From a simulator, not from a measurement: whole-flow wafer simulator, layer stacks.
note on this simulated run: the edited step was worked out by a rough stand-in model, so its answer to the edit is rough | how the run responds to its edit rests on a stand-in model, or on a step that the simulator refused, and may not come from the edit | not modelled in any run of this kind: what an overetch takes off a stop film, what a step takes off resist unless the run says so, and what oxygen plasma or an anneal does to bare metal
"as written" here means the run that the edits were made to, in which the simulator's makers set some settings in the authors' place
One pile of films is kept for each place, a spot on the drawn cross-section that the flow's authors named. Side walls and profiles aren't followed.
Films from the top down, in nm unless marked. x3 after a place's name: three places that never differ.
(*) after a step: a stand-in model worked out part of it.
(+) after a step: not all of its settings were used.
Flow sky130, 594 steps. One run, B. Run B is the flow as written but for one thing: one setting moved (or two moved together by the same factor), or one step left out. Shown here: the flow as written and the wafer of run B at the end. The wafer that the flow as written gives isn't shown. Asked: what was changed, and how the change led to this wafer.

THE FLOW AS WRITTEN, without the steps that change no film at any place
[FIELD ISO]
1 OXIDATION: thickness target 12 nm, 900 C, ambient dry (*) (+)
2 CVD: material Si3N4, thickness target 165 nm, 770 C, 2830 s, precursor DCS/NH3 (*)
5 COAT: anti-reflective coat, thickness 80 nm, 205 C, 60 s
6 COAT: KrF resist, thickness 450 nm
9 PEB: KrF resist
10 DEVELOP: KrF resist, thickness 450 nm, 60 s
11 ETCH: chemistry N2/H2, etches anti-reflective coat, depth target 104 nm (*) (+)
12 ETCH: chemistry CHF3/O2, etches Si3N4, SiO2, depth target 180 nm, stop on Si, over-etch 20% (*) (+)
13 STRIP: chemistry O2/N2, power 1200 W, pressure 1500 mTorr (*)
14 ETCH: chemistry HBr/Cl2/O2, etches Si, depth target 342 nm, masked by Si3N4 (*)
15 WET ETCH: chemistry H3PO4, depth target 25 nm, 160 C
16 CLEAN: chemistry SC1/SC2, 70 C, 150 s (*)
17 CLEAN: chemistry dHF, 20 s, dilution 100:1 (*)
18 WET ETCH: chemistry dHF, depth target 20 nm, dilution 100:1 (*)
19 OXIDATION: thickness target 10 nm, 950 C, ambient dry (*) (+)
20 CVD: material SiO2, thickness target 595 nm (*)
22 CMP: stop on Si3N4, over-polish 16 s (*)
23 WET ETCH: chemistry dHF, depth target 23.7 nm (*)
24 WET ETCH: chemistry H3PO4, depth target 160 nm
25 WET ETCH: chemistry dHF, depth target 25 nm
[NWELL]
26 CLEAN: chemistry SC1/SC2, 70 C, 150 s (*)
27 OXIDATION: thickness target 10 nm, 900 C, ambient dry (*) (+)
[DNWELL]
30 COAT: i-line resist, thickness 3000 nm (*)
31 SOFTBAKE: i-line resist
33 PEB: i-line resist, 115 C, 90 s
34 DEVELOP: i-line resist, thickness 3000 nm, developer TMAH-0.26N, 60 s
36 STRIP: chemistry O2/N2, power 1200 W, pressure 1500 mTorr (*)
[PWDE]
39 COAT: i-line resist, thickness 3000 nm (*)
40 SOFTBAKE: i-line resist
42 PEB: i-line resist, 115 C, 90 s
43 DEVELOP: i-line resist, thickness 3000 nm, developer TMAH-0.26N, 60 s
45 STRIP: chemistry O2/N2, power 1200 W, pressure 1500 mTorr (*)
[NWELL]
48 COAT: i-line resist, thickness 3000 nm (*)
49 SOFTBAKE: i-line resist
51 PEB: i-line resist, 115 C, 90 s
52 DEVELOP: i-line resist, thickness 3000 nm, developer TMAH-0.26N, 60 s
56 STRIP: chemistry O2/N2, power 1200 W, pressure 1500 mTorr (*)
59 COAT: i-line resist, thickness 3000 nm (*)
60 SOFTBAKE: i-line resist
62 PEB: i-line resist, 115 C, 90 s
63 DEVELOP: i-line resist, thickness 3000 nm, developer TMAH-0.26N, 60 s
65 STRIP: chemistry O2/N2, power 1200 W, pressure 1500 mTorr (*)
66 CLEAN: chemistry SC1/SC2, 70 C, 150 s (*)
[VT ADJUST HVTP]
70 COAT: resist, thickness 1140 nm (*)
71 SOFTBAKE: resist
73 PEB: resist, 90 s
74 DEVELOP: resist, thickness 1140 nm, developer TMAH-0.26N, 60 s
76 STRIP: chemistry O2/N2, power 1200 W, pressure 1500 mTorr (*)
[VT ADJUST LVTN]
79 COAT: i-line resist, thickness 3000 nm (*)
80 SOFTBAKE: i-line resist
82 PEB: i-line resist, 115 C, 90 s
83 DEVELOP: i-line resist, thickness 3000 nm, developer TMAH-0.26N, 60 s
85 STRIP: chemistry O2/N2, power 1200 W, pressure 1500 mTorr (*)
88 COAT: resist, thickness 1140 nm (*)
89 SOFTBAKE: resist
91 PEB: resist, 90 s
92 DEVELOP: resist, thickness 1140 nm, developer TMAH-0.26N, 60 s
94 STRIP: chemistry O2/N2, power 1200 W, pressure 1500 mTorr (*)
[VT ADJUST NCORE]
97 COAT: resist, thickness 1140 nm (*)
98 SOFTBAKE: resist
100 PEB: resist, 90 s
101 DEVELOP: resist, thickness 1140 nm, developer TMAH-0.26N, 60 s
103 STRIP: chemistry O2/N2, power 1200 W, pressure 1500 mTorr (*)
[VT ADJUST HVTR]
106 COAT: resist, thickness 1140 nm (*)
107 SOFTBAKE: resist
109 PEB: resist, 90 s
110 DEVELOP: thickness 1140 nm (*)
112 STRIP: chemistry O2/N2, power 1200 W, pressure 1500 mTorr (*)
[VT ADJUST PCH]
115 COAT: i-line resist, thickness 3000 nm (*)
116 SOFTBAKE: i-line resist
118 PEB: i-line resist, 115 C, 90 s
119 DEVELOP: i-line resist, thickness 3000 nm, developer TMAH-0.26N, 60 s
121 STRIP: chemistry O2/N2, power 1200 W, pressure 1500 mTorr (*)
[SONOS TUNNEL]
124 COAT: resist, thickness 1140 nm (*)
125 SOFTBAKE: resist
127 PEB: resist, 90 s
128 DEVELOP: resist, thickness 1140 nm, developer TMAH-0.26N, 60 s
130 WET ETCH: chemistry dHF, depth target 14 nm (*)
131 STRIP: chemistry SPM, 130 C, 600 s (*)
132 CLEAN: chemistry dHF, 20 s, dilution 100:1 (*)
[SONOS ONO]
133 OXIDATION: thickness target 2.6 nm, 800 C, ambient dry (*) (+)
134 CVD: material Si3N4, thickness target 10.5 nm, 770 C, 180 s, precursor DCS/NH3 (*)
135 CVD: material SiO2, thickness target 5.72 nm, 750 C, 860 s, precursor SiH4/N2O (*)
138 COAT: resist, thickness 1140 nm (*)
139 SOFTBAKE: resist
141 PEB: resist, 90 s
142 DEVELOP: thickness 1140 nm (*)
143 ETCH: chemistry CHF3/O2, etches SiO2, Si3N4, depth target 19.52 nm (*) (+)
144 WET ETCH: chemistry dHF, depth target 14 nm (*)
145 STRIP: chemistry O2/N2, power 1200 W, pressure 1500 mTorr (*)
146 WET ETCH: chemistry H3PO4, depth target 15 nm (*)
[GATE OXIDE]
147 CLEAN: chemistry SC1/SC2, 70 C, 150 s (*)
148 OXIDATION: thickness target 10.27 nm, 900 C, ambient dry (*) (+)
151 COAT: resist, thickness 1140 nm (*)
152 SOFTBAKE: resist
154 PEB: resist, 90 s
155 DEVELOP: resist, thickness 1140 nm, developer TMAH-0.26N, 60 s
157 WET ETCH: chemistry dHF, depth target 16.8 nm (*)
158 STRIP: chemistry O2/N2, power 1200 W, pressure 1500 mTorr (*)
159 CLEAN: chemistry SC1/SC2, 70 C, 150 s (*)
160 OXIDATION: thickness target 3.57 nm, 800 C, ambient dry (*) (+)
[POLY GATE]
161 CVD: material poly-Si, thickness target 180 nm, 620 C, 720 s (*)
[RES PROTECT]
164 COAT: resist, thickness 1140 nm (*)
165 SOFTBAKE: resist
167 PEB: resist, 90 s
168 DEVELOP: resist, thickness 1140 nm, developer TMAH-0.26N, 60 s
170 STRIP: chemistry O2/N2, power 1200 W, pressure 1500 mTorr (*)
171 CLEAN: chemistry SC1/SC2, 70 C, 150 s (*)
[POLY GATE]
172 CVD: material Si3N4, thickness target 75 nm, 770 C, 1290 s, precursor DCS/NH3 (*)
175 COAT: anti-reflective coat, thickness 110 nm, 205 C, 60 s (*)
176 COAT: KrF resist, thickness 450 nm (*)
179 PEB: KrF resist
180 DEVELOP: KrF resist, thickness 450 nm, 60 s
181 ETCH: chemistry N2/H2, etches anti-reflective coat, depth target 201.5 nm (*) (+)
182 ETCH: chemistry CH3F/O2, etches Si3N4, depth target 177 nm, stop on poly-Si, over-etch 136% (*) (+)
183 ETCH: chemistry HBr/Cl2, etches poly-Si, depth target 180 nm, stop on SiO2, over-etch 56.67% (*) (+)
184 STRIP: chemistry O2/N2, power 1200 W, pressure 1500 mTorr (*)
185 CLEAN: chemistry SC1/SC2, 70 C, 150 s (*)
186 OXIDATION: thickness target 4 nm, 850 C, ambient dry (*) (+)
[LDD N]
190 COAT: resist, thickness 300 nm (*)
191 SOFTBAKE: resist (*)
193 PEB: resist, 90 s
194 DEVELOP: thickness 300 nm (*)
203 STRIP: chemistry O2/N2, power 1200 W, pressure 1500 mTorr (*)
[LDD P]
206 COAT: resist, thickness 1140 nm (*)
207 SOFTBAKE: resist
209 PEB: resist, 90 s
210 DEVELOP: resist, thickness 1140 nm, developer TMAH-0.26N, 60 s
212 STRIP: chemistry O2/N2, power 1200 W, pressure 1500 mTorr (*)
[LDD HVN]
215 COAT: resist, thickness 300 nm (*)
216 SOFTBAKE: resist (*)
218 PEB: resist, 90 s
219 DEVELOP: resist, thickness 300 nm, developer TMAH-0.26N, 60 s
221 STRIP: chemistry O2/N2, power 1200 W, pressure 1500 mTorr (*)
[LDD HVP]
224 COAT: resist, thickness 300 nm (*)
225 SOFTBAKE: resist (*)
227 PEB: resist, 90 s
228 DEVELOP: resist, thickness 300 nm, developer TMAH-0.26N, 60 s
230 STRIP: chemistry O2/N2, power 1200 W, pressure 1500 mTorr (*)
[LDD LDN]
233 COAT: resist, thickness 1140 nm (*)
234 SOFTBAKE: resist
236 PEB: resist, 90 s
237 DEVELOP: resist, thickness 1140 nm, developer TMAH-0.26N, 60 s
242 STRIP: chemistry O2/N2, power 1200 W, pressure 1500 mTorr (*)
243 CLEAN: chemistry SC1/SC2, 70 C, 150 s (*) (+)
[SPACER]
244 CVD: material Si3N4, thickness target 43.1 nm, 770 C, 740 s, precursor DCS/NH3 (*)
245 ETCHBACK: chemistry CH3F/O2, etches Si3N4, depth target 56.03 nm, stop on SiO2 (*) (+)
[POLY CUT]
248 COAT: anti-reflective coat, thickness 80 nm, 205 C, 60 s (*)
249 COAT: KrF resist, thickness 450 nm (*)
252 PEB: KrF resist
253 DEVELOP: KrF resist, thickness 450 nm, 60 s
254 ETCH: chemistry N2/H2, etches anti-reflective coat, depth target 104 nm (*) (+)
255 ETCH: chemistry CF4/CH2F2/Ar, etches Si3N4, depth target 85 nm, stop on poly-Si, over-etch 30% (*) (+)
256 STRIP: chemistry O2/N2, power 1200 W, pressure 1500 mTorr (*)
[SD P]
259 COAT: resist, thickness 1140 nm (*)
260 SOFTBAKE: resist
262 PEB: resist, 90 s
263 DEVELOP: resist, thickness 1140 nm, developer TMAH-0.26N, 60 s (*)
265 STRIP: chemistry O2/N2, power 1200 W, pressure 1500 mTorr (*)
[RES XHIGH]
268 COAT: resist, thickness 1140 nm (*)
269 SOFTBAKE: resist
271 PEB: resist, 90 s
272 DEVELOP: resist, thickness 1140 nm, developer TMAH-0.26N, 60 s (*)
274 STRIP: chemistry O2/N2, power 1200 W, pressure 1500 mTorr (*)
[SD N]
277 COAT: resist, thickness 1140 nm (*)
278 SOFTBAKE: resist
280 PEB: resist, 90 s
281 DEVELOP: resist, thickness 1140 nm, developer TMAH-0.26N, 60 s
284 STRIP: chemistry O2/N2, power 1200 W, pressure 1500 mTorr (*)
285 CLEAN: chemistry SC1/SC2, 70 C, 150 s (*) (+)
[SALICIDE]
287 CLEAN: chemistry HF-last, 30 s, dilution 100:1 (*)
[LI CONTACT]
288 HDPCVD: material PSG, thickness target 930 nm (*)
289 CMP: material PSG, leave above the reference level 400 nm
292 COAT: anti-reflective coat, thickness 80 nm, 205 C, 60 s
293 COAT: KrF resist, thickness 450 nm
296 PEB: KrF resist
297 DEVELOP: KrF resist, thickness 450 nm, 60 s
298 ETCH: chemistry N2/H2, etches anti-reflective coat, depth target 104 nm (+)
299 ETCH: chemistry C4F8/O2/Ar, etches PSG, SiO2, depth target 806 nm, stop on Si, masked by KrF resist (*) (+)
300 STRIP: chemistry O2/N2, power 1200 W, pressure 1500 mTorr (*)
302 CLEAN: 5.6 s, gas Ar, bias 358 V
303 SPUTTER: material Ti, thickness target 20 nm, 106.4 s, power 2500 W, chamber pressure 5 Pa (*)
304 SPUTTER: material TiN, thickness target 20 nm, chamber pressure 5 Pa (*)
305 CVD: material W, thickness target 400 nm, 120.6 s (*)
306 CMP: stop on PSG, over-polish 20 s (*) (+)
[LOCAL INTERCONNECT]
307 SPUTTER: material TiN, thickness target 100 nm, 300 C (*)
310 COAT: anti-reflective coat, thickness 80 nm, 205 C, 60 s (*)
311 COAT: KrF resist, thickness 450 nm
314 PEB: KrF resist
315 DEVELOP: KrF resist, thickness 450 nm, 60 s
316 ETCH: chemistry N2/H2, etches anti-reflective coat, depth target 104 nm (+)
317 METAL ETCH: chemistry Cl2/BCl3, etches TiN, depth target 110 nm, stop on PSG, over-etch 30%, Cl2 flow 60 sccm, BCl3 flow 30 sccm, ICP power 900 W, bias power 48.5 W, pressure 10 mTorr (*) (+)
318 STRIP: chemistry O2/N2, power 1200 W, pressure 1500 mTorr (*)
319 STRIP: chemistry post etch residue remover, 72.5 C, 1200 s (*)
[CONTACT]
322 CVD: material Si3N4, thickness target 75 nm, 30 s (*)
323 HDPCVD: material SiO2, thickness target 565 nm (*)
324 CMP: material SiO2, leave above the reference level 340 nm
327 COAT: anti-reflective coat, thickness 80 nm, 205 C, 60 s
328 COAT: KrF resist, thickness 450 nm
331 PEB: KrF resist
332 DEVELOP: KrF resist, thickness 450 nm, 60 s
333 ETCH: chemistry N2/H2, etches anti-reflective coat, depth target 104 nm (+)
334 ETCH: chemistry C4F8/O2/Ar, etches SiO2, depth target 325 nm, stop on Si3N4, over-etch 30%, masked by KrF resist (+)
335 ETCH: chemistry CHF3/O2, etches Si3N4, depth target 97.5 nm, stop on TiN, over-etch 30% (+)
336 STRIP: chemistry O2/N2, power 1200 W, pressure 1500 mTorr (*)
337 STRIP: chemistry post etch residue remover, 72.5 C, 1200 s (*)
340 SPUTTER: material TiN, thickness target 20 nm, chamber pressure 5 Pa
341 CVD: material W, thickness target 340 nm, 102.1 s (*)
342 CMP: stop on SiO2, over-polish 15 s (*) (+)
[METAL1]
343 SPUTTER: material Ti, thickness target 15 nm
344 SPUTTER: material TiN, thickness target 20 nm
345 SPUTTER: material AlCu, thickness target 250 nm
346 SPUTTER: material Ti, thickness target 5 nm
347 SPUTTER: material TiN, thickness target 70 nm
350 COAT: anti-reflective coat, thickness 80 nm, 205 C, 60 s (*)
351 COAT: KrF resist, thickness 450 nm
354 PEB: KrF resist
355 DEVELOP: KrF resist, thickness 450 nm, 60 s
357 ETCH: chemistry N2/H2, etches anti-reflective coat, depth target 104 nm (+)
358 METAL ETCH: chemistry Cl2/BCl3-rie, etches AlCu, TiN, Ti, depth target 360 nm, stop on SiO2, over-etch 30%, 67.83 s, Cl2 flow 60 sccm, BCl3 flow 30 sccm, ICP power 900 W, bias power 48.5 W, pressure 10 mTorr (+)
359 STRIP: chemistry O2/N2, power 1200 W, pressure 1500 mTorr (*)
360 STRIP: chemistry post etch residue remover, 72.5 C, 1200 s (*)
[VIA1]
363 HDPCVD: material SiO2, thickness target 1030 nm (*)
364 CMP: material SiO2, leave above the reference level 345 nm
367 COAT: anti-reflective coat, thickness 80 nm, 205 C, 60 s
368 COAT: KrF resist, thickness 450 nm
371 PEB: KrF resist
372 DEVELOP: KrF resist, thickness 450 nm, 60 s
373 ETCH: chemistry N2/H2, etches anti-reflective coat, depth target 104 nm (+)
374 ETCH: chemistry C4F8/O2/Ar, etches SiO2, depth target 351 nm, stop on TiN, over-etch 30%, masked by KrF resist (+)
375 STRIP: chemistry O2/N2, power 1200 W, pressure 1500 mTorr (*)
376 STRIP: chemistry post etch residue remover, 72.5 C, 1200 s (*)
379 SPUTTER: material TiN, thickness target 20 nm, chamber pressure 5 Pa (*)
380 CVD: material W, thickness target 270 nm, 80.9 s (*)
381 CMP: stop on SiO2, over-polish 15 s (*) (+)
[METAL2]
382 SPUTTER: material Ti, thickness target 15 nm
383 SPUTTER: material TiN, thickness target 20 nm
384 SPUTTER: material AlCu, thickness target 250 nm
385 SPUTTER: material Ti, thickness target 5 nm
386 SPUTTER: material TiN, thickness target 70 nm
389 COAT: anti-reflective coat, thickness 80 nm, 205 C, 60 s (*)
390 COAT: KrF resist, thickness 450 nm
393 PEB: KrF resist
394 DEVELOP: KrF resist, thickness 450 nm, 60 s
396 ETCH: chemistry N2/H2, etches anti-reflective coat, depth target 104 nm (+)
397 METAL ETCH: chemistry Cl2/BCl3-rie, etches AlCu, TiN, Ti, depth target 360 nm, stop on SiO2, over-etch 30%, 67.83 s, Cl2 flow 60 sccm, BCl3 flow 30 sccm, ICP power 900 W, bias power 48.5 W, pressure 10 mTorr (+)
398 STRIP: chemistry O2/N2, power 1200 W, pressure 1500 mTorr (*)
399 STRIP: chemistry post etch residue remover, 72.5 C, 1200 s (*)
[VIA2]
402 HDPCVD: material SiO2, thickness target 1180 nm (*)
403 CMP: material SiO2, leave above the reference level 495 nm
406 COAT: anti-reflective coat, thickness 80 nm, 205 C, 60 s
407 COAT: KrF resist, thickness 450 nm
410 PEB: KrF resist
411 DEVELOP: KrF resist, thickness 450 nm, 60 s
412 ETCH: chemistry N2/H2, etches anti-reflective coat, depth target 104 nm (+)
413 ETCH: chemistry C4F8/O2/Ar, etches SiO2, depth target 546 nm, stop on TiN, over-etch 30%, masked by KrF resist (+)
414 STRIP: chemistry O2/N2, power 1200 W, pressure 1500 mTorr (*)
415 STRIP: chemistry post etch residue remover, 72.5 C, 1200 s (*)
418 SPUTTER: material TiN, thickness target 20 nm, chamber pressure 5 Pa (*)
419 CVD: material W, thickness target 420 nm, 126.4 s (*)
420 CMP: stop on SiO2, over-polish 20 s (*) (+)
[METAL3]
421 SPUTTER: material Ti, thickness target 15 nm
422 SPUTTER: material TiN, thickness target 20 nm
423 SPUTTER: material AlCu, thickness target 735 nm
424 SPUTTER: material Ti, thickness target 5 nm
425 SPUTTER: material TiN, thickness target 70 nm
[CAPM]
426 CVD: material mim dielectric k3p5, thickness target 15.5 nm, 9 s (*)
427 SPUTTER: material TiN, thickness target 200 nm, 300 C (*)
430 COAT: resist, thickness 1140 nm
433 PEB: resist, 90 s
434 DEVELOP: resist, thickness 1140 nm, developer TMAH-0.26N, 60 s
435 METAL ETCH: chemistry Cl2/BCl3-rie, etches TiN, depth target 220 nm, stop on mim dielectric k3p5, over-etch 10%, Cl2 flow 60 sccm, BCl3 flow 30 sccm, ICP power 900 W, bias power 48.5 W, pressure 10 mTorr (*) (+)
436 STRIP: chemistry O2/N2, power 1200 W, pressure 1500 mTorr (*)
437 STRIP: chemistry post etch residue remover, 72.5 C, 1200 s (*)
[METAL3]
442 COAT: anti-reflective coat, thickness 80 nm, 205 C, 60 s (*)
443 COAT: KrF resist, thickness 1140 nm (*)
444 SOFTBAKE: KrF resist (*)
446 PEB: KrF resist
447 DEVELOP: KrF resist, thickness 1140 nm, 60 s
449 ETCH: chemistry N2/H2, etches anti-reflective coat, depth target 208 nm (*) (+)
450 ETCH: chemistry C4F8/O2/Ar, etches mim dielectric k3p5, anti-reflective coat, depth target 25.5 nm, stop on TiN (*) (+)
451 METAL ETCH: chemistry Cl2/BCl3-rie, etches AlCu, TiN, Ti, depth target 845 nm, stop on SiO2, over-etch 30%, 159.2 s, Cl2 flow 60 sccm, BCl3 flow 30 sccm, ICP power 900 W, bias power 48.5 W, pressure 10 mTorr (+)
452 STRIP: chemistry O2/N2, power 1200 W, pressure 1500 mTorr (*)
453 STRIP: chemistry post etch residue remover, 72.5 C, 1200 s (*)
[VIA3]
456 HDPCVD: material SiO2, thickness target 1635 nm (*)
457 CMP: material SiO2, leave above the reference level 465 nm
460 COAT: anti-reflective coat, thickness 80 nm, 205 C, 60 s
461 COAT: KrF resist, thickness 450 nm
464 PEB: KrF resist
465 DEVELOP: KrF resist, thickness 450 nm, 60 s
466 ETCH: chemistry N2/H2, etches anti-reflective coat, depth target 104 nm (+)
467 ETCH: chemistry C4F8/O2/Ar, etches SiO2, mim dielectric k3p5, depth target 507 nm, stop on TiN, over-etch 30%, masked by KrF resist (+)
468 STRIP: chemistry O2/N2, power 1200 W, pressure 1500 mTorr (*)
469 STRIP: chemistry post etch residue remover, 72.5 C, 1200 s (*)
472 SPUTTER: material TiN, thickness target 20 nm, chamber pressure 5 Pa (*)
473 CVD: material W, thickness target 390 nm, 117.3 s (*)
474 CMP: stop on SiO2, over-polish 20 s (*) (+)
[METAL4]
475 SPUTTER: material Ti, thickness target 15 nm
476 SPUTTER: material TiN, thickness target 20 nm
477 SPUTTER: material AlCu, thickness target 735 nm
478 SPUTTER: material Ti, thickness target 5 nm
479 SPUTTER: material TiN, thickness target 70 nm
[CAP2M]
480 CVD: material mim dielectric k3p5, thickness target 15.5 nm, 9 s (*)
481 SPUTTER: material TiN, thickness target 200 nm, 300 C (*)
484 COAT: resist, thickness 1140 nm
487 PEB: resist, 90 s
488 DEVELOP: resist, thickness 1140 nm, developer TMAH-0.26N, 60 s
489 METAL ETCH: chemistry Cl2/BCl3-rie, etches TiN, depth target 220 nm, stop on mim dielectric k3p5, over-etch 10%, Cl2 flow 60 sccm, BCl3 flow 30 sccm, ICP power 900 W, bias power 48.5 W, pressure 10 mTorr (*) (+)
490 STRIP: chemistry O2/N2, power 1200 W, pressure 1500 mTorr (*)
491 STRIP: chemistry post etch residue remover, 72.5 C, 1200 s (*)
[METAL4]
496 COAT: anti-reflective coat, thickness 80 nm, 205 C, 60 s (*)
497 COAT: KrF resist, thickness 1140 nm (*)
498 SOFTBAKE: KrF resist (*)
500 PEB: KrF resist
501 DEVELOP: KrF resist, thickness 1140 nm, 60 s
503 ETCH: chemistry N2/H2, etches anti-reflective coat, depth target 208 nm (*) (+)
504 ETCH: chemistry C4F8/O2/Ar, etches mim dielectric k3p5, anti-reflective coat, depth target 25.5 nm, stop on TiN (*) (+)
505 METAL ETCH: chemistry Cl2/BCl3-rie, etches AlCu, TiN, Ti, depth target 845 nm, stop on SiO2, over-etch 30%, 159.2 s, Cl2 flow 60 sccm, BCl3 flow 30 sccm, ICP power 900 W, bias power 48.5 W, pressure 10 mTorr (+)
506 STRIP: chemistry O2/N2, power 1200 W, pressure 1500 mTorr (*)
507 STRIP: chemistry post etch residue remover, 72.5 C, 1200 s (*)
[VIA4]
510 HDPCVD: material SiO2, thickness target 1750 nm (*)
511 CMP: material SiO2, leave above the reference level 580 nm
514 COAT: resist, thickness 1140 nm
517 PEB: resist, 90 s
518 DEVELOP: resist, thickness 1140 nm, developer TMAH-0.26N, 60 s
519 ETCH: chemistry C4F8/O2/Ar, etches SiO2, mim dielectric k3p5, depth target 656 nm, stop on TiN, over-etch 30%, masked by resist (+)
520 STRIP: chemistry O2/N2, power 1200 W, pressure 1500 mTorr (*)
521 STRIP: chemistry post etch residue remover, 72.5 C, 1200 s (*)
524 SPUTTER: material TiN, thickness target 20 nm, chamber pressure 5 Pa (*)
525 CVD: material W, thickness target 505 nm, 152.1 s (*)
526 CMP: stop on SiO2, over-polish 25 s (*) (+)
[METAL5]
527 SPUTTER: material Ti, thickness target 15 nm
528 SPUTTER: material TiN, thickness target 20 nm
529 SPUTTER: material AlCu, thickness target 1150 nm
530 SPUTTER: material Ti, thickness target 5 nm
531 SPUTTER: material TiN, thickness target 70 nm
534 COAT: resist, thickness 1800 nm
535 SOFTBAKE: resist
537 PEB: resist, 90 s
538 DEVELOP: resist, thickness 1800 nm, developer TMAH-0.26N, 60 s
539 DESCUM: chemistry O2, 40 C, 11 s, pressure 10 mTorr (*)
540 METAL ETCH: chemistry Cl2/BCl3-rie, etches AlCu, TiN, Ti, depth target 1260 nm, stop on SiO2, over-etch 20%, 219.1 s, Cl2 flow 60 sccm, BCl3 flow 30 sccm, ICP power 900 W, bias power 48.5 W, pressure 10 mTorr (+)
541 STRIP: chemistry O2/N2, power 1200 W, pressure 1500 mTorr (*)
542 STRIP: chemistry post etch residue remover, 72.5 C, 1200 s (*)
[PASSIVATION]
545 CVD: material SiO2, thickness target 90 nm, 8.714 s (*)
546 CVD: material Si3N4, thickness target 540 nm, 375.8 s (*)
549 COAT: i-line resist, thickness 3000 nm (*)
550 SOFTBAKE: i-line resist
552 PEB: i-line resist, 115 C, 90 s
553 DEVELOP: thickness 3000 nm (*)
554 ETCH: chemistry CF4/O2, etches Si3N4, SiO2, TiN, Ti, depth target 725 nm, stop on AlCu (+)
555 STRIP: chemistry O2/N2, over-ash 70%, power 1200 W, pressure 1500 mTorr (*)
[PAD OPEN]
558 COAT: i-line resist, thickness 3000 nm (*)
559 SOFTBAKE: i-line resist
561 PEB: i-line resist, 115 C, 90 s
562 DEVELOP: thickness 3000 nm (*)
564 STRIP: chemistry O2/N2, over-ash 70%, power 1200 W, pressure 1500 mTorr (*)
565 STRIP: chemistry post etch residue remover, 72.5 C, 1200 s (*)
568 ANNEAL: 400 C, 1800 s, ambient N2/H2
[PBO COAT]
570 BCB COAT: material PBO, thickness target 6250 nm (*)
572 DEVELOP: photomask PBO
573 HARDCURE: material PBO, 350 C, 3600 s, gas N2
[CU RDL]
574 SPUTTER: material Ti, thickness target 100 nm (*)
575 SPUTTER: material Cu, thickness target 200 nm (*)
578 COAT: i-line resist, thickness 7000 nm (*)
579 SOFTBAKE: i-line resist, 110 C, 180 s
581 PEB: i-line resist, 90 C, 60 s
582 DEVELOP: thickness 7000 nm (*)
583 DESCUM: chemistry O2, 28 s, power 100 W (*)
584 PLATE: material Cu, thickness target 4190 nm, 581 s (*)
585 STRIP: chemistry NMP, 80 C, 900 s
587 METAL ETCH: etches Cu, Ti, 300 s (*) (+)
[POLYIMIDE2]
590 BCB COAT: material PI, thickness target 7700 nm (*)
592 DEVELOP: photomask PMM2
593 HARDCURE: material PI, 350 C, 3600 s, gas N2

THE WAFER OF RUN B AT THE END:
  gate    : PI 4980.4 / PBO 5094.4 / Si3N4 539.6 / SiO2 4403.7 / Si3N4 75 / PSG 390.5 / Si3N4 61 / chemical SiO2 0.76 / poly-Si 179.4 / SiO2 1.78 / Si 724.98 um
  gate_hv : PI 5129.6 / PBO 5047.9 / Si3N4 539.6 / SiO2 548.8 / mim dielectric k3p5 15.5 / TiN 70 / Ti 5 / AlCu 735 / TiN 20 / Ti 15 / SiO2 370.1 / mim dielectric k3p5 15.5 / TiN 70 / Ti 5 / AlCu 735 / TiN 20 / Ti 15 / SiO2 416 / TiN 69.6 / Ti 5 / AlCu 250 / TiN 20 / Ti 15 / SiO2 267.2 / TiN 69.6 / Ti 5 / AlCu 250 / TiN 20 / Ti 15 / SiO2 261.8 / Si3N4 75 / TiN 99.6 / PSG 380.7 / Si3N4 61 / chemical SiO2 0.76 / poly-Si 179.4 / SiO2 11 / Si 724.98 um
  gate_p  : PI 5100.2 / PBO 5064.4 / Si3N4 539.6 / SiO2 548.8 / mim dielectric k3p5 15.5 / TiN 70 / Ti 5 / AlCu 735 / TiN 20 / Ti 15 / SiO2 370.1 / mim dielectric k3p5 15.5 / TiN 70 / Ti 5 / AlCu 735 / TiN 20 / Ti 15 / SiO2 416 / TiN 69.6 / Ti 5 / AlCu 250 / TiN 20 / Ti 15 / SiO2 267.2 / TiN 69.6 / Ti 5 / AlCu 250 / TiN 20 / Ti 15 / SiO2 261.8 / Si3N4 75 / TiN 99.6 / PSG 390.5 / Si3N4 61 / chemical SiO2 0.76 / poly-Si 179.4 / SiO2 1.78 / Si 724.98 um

The cause: step 160, OXIDATION: thickness target 1.78 nm was run, where the flow has thickness target 3.57 nm.
It can be read off the wafer: gate has SiO2 1.78, and step 160 as written asks for 3.57 nm.

How the change led to this, step by step:
  160 OXIDATION: thickness target 3.57 nm, 800 C, ambient dry (*) (+)
      active, n_well, p_well and 58 more: SiO2 +1.78 (new film), chemical SiO2 -0.76 (all of it), Si -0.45 (as written it would be: SiO2 +3.57 (new film), chemical SiO2 -0.76 (all of it), Si -1.24)
  175 COAT: anti-reflective coat, thickness 110 nm, 205 C, 60 s (*)
      rpm_encl, rpm_encl_psd: anti-reflective coat +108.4 (new film) (as written it would be: anti-reflective coat +104.4 (new film))
  181 ETCH: chemistry N2/H2, etches anti-reflective coat, depth target 201.5 nm (*) (+)
      rpm_encl, rpm_encl_psd: anti-reflective coat -108.4 (all of it), Si3N4 -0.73 (as written it would be: anti-reflective coat -104.4 (all of it), Si3N4 -0.79)
  186 OXIDATION: thickness target 4 nm, 850 C, ambient dry (*) (+)
      active, p_well, spacer and 26 more: SiO2 +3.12, Si -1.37 (as written it would be: SiO2 +1.55, Si -0.68)
      ndiff_dn: SiO2 +2.89, Si -1.27 (as written it would be: SiO2 +1.52, Si -0.67)
  248 COAT: anti-reflective coat, thickness 80 nm, 205 C, 60 s (*)
      gate_p_hv: anti-reflective coat +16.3 (new film) (as written it would be: anti-reflective coat +17 (new film))
      gate_hv_sd: anti-reflective coat +14 (new film) (as written it would be: anti-reflective coat +14.6 (new film))
      (and at 1 more place)
  256 STRIP: chemistry O2/N2, power 1200 W, pressure 1500 mTorr (*)
      gate_p_hv: KrF resist -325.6 (all of it), anti-reflective coat -16.3 (all of it) (as written it would be: KrF resist -325.1 (all of it), anti-reflective coat -17 (all of it))
      gate_hv_sd: KrF resist -293.7 (all of it), anti-reflective coat -14 (all of it) (as written it would be: KrF resist -293.2 (all of it), anti-reflective coat -14.6 (all of it))
      (and at 1 more place)
  306 CMP: stop on PSG, over-polish 20 s (*) (+)
      poly_licon: W -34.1 (as written it would be: W -33.1)
